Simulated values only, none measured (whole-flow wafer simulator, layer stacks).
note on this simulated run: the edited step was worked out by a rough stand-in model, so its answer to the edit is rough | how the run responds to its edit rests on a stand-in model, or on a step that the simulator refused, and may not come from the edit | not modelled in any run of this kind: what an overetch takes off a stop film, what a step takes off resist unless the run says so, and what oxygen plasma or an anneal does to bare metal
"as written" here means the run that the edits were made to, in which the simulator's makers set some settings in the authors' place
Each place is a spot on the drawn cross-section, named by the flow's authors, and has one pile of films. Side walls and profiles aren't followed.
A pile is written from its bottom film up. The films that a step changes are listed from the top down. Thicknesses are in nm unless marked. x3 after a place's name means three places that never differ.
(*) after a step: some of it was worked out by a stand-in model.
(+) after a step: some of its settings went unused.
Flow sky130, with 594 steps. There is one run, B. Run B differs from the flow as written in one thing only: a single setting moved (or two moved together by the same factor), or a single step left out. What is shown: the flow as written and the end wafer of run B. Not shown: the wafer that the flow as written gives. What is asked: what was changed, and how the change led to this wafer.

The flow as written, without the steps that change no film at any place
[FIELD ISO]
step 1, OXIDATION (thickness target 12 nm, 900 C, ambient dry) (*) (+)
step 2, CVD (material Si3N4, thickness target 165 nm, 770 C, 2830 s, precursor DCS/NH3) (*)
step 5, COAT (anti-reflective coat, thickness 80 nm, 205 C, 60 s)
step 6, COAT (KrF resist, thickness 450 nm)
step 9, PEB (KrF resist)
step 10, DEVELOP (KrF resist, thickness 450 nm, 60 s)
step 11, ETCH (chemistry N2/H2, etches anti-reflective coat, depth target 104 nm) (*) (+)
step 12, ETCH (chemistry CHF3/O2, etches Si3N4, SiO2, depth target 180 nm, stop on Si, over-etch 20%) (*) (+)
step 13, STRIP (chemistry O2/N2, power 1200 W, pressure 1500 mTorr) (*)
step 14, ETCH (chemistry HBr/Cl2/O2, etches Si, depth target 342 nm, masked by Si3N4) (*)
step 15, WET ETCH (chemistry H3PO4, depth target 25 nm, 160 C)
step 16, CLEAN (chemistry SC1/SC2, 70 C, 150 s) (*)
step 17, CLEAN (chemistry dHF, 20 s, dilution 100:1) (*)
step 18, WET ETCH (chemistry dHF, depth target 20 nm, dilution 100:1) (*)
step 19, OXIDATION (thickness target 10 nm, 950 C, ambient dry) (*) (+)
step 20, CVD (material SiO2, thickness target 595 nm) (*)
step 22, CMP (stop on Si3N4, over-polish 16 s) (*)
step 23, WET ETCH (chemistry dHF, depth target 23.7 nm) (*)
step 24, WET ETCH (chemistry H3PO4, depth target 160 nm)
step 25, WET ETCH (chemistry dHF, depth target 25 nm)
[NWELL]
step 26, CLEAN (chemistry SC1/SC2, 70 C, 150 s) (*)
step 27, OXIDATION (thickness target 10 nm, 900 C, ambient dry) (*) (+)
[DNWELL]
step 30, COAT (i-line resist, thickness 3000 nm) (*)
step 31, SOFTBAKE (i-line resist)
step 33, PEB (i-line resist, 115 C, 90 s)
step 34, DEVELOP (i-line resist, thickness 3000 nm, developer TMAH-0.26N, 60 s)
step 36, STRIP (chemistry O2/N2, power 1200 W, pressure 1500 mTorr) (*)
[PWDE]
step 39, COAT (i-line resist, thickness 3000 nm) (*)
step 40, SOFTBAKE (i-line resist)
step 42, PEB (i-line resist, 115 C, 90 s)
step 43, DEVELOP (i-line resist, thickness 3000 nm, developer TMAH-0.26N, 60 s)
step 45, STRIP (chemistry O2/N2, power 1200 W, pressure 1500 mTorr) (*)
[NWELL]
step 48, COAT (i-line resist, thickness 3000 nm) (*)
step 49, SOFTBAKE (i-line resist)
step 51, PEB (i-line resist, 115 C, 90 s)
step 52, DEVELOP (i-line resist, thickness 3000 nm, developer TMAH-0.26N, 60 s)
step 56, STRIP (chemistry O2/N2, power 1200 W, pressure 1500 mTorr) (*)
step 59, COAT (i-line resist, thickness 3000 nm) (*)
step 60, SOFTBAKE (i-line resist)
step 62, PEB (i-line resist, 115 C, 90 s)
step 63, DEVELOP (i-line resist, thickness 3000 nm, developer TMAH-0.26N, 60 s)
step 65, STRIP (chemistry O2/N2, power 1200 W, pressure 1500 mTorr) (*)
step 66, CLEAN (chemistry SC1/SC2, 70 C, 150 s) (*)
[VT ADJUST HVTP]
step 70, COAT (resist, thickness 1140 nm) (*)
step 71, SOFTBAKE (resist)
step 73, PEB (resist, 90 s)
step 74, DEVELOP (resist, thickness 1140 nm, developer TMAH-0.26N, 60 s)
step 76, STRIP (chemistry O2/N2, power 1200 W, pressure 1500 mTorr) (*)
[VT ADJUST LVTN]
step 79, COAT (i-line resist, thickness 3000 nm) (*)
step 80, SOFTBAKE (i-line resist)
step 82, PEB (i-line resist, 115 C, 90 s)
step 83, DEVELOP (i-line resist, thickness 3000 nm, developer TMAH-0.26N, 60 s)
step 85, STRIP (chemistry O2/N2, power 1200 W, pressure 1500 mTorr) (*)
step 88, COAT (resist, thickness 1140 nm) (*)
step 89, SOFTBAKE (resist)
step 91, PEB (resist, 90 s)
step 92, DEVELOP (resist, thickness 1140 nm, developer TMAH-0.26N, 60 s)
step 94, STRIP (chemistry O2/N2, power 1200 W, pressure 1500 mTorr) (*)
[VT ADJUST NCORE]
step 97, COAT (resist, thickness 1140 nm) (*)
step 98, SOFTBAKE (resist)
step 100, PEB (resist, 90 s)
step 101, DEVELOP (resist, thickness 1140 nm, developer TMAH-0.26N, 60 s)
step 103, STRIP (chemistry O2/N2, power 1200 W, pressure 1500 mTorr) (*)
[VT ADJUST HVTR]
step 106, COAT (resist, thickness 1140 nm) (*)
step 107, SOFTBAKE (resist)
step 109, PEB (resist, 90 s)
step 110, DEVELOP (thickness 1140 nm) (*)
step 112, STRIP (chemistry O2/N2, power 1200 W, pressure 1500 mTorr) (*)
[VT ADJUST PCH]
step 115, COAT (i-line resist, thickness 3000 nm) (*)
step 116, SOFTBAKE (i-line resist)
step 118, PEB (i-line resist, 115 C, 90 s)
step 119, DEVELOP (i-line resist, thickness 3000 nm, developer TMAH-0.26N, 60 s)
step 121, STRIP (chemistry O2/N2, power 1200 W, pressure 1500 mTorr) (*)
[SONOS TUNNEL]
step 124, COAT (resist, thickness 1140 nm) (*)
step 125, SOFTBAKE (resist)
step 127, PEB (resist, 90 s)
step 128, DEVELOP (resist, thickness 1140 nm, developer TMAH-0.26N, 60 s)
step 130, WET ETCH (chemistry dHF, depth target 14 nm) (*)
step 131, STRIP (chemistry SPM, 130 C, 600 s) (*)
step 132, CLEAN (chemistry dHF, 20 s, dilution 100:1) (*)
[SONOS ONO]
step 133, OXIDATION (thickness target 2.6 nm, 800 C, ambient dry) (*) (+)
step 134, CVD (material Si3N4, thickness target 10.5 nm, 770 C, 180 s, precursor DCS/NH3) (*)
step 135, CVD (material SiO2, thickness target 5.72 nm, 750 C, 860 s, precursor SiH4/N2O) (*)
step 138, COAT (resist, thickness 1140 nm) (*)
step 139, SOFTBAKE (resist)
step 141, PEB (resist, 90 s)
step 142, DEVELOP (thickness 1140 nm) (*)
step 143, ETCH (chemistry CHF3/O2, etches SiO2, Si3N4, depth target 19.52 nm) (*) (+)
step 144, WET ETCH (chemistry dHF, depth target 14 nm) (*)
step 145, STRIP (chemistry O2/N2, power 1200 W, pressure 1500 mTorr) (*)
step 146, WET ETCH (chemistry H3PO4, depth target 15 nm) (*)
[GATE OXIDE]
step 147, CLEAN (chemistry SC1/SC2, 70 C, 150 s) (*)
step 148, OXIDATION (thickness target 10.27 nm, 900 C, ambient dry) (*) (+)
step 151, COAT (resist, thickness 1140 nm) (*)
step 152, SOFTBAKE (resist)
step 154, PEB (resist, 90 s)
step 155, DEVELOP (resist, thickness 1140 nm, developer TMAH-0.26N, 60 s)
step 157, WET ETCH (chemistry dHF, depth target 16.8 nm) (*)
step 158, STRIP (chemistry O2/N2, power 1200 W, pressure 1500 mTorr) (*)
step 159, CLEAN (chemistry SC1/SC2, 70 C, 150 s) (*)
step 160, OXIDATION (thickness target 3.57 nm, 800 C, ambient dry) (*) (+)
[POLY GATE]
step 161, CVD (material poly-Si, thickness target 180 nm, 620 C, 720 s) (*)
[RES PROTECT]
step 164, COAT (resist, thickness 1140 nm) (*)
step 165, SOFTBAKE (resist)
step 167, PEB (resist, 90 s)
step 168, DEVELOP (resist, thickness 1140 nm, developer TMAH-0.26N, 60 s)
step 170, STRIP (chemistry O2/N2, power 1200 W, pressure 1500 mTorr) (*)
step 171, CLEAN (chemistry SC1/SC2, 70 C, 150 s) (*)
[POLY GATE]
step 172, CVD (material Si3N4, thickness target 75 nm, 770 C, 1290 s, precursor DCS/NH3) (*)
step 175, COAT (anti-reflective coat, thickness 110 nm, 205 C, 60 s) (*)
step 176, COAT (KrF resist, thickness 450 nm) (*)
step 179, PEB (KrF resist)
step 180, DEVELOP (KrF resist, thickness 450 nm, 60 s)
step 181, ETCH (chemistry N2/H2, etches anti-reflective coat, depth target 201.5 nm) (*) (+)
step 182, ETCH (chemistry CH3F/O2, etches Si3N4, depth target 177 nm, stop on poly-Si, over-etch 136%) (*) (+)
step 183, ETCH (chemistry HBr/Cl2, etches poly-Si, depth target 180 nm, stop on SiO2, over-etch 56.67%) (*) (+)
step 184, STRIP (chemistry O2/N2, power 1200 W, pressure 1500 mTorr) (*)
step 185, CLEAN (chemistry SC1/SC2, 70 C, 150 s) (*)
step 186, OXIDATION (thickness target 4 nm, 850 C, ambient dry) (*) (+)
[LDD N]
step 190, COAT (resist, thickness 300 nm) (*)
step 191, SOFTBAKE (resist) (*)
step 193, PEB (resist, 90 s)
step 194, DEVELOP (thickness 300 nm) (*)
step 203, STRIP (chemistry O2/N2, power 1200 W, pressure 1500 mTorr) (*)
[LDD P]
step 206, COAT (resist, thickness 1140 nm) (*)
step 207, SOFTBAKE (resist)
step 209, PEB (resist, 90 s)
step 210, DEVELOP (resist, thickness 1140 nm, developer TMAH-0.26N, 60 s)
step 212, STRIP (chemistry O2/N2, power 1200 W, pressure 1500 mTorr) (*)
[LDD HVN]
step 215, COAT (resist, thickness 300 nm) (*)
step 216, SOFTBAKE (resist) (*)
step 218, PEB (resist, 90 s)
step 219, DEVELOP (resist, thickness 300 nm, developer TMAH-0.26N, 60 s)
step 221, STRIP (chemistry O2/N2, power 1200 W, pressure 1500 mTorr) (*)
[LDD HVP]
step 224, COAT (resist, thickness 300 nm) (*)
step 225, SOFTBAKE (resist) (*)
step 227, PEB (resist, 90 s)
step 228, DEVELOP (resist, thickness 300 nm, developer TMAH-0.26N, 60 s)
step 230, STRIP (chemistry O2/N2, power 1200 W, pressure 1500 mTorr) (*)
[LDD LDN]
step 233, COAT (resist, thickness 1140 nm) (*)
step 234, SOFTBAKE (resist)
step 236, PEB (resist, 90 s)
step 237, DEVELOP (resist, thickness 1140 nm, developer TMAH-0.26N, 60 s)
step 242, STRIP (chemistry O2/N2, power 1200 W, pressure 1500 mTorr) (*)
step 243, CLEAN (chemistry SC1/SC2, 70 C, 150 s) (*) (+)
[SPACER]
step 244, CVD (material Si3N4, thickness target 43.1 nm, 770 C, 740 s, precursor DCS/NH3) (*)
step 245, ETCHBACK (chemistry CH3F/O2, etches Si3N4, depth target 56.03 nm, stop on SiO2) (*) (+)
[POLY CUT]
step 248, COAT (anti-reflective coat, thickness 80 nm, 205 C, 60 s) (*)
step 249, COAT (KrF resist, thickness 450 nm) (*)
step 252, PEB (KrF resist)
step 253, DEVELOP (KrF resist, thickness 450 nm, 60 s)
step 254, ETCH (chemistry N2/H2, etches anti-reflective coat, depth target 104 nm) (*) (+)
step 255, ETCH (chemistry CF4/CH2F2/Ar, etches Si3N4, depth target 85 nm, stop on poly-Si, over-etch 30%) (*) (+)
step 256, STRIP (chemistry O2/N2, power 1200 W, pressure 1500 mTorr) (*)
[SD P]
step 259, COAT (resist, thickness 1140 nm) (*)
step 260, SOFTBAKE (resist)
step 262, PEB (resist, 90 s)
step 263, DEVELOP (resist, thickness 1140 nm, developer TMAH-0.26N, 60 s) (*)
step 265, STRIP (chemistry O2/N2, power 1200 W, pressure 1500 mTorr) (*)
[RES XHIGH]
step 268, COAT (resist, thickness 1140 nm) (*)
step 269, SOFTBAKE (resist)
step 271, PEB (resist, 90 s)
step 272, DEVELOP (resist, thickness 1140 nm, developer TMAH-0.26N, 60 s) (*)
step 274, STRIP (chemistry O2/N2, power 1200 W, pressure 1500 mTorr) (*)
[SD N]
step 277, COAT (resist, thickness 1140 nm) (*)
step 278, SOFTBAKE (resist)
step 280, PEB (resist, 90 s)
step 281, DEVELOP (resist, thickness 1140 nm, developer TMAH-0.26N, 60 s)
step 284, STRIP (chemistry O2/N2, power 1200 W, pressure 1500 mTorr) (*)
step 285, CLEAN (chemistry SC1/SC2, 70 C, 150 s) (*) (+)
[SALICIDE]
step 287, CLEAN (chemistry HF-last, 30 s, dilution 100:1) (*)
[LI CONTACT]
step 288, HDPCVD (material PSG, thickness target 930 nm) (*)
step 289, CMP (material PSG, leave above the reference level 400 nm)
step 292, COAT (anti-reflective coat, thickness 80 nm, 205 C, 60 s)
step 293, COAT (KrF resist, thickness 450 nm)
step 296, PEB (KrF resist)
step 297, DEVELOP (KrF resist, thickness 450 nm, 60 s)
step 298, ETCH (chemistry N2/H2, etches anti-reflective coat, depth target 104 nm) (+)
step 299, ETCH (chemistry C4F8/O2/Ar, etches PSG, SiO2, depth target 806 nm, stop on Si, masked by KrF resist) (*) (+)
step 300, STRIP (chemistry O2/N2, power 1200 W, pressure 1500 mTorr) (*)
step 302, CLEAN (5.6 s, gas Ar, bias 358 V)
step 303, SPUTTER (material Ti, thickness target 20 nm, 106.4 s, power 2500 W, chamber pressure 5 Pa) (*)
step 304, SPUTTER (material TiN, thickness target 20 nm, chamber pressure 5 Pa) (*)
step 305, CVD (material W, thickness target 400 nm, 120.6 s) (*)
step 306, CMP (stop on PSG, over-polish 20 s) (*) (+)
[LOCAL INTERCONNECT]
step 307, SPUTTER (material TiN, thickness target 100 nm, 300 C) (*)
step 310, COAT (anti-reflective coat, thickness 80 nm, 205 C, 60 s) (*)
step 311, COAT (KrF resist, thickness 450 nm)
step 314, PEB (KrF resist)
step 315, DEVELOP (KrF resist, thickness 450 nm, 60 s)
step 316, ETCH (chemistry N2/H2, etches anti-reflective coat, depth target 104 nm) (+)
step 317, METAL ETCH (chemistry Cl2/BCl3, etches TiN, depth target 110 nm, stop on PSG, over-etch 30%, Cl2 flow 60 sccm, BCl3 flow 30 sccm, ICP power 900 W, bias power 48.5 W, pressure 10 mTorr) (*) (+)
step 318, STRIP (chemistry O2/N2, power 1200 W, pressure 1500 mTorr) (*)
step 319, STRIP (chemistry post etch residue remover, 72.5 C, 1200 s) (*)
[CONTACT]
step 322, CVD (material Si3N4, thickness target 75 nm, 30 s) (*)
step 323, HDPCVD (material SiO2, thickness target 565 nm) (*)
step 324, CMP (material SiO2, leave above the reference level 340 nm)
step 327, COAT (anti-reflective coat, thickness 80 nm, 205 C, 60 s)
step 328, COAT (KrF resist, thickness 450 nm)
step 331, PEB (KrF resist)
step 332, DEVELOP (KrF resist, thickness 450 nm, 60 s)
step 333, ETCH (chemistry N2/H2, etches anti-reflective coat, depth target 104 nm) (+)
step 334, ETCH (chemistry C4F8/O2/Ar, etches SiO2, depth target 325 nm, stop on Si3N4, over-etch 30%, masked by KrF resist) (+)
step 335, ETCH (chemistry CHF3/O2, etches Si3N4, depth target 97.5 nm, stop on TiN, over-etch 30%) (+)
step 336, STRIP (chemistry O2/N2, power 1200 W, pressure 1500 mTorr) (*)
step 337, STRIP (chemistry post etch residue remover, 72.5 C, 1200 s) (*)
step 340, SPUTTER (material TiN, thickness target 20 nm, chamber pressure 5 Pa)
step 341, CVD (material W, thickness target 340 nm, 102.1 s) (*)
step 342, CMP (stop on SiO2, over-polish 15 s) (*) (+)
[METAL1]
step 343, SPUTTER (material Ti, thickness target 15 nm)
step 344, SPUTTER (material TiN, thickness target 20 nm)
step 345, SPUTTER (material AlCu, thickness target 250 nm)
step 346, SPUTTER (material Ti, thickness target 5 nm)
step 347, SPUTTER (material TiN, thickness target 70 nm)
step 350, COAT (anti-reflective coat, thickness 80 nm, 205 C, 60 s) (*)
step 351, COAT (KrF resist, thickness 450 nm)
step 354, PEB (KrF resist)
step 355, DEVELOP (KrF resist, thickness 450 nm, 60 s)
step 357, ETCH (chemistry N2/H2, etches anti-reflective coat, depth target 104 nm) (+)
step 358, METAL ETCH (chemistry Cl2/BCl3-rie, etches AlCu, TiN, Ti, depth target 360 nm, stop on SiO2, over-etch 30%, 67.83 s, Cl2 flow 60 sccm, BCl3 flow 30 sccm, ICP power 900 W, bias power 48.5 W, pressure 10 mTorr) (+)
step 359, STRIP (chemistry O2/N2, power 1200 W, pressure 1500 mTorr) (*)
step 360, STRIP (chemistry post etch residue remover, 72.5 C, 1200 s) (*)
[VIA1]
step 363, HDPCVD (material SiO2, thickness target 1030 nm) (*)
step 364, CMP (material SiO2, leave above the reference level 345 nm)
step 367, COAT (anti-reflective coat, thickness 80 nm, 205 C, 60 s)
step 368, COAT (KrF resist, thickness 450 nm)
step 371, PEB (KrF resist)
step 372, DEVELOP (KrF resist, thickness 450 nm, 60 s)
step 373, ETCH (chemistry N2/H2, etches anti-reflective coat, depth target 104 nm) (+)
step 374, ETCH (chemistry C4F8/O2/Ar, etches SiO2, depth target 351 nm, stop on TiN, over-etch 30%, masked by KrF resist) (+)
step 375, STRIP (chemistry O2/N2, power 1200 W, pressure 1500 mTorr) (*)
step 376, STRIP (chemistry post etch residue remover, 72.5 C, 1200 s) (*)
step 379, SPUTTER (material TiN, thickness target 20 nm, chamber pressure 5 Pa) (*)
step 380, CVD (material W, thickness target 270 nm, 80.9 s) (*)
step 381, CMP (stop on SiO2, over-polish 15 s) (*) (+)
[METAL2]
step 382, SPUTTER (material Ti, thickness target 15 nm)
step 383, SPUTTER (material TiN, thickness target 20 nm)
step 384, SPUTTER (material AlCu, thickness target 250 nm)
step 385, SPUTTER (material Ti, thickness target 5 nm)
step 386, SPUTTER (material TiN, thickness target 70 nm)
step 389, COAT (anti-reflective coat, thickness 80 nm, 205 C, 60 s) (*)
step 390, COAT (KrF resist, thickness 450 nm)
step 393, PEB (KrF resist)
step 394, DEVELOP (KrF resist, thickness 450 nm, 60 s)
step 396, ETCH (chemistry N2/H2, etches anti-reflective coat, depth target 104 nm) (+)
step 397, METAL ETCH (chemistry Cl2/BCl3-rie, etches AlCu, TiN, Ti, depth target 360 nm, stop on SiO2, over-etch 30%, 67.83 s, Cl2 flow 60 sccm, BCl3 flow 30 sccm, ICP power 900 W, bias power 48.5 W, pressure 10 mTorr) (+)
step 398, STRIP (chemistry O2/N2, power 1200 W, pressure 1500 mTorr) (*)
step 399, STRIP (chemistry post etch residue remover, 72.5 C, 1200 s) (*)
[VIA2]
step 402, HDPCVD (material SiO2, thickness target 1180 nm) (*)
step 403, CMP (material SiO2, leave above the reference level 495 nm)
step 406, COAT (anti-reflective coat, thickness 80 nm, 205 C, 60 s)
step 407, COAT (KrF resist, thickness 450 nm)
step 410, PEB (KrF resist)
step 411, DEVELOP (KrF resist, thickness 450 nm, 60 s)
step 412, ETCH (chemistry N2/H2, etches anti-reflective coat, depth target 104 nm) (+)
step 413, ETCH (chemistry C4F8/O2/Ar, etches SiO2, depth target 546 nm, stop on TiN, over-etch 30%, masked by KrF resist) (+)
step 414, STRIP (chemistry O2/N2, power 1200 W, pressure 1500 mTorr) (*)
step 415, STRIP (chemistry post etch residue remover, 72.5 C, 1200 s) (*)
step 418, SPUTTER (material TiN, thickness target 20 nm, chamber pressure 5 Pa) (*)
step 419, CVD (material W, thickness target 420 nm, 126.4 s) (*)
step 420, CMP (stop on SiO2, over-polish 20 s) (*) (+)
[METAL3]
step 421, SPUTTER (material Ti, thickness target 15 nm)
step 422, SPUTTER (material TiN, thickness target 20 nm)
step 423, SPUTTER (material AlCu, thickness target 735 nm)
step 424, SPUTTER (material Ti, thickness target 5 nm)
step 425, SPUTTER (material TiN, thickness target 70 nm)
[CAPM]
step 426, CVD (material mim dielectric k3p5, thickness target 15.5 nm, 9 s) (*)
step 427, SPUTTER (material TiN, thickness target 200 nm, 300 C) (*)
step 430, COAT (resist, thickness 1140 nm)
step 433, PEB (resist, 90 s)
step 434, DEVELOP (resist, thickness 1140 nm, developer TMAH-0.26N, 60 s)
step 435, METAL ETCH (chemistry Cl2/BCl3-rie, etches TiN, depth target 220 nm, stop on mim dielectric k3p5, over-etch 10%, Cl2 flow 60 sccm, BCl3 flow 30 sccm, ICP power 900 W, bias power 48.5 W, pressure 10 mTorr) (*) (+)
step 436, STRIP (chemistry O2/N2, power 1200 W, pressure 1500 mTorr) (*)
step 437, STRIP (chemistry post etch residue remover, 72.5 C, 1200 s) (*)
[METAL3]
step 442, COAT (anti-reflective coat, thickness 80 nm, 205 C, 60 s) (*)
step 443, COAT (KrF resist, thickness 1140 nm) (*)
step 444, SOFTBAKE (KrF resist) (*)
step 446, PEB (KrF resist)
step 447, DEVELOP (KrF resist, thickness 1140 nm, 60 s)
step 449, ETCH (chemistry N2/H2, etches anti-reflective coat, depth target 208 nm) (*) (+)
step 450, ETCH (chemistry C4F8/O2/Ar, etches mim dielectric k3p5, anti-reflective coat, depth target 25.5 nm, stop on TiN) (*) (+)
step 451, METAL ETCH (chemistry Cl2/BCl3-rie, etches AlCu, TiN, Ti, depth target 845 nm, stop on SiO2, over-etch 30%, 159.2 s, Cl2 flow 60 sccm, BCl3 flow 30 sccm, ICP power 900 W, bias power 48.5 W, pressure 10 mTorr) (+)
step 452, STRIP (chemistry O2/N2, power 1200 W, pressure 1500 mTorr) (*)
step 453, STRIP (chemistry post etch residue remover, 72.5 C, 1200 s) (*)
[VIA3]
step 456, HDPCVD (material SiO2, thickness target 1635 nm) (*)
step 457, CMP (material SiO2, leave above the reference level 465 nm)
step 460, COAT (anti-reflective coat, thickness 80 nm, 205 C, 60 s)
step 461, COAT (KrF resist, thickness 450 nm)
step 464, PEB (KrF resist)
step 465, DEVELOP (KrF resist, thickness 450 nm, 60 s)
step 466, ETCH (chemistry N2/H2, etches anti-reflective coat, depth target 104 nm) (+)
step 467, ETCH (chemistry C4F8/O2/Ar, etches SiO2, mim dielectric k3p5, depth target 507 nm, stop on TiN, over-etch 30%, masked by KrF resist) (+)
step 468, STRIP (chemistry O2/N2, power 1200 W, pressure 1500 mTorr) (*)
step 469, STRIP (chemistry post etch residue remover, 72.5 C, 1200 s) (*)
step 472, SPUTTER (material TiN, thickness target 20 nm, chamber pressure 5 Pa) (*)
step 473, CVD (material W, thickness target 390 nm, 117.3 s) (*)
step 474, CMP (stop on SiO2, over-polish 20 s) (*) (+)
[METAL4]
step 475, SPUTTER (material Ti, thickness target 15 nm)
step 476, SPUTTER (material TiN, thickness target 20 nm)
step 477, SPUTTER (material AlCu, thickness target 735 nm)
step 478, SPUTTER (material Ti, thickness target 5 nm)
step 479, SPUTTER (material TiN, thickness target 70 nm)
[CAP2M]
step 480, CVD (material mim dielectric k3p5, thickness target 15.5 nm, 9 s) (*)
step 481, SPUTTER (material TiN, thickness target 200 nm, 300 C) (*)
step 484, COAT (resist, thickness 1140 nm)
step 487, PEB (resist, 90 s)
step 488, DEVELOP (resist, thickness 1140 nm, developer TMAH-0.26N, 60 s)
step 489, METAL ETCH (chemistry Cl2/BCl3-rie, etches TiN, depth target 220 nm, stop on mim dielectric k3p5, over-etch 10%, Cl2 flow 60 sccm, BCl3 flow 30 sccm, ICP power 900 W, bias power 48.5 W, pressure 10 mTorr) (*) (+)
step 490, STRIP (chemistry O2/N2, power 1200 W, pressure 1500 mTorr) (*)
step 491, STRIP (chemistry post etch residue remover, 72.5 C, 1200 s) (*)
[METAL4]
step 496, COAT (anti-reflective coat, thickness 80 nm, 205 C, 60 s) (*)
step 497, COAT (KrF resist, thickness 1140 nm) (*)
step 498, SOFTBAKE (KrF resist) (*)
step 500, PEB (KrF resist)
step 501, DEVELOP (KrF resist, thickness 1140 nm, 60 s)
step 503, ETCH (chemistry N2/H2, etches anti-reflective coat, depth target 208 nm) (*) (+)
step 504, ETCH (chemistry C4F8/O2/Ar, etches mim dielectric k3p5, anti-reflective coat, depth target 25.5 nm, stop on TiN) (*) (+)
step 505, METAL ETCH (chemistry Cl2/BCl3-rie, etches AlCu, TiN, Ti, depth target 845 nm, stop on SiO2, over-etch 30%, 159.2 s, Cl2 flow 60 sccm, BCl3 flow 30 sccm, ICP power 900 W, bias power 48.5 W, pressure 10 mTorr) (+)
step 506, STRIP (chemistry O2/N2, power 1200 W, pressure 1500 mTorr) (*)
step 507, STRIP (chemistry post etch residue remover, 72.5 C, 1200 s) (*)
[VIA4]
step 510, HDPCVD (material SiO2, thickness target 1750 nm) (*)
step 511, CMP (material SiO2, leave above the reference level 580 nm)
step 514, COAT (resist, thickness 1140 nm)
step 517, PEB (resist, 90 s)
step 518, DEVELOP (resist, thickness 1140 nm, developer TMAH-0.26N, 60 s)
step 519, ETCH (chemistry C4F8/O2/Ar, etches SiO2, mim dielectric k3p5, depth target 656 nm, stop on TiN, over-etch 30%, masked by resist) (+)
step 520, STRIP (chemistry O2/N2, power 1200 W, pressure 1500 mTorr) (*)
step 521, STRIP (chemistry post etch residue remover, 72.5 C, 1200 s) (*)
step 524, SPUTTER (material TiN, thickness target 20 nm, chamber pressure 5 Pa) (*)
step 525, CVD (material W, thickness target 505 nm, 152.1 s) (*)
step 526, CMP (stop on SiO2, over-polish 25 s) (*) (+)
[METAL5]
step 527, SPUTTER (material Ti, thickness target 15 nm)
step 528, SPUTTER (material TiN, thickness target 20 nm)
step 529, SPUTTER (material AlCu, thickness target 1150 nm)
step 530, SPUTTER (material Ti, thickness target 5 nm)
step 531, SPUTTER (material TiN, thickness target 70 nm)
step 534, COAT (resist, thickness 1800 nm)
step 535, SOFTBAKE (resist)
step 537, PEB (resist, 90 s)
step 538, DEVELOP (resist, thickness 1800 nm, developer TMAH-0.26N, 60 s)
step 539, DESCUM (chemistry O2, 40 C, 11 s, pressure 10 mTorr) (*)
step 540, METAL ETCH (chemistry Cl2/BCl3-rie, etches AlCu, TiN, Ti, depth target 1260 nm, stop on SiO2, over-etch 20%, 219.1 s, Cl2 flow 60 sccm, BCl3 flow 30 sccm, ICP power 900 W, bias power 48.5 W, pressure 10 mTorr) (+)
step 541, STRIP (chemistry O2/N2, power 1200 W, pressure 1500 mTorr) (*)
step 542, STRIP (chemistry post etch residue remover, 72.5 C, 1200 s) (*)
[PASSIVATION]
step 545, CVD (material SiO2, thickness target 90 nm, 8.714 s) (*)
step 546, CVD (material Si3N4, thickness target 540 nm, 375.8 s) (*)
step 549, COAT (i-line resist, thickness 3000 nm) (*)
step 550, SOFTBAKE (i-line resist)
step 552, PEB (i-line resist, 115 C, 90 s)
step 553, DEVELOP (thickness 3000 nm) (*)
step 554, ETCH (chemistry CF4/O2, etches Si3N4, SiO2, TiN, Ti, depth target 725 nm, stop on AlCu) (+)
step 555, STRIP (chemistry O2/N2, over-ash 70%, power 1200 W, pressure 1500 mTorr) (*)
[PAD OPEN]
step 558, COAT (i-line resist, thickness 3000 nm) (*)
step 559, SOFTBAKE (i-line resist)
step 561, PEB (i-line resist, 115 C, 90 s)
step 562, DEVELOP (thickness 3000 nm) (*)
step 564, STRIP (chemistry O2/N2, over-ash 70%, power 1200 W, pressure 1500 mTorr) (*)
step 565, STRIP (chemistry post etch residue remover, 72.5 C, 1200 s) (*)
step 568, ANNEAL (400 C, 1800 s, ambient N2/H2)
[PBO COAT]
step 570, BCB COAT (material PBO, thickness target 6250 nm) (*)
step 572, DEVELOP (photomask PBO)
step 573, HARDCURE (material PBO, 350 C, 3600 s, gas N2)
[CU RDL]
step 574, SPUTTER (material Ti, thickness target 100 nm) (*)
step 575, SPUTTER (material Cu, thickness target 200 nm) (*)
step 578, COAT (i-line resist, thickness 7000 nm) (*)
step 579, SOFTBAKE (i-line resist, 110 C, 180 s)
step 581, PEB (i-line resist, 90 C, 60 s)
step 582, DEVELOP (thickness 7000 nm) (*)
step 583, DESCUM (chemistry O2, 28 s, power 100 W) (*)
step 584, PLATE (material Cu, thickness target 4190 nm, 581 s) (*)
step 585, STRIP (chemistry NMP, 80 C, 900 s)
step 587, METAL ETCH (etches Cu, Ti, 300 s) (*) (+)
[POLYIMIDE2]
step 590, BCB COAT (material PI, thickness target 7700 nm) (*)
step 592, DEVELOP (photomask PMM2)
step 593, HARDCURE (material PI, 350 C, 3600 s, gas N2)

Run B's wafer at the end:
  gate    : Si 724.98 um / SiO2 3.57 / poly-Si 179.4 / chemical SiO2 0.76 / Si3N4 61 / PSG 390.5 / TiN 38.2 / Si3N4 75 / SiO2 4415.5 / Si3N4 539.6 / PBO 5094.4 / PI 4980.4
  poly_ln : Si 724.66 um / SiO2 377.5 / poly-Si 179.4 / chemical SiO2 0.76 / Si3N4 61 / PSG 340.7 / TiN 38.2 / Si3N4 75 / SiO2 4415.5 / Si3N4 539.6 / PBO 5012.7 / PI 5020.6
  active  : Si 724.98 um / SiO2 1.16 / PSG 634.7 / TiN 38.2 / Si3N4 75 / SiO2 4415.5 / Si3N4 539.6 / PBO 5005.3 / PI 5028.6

The reason: step 307, SPUTTER: thickness target 150 nm was run, while the flow as written has thickness target 100 nm.

Step by step, how the change led to this:
  step 307, SPUTTER (material TiN, thickness target 100 nm, 300 C) (*)
      field, active, n_well and 188 more: TiN gains 150 (new film) (it would be, as written: TiN gains 100 (new film))
  step 317, METAL ETCH (chemistry Cl2/BCl3, etches TiN, depth target 110 nm, stop on PSG, over-etch 30%, Cl2 flow 60 sccm, BCl3 flow 30 sccm, ICP power 900 W, bias power 48.5 W, pressure 10 mTorr) (*) (+)
      field, active, gate and 88 more: TiN loses 110 (it would be, as written: TiN loses 98.7 (all of it))
  step 324, CMP (material SiO2, leave above the reference level 340 nm)
      field, active, gate and 88 more: SiO2 loses 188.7 (it would be, as written: SiO2 loses 200.4)
Taking metal films that touch as one body, gate has 1 body; the flow as written gives 0 bodies.
Taking metal films that touch as one body, poly_ln has 1 body; the flow as written gives 0 bodies.
Taking metal films that touch as one body, active has 1 body; the flow as written gives 0 bodies.
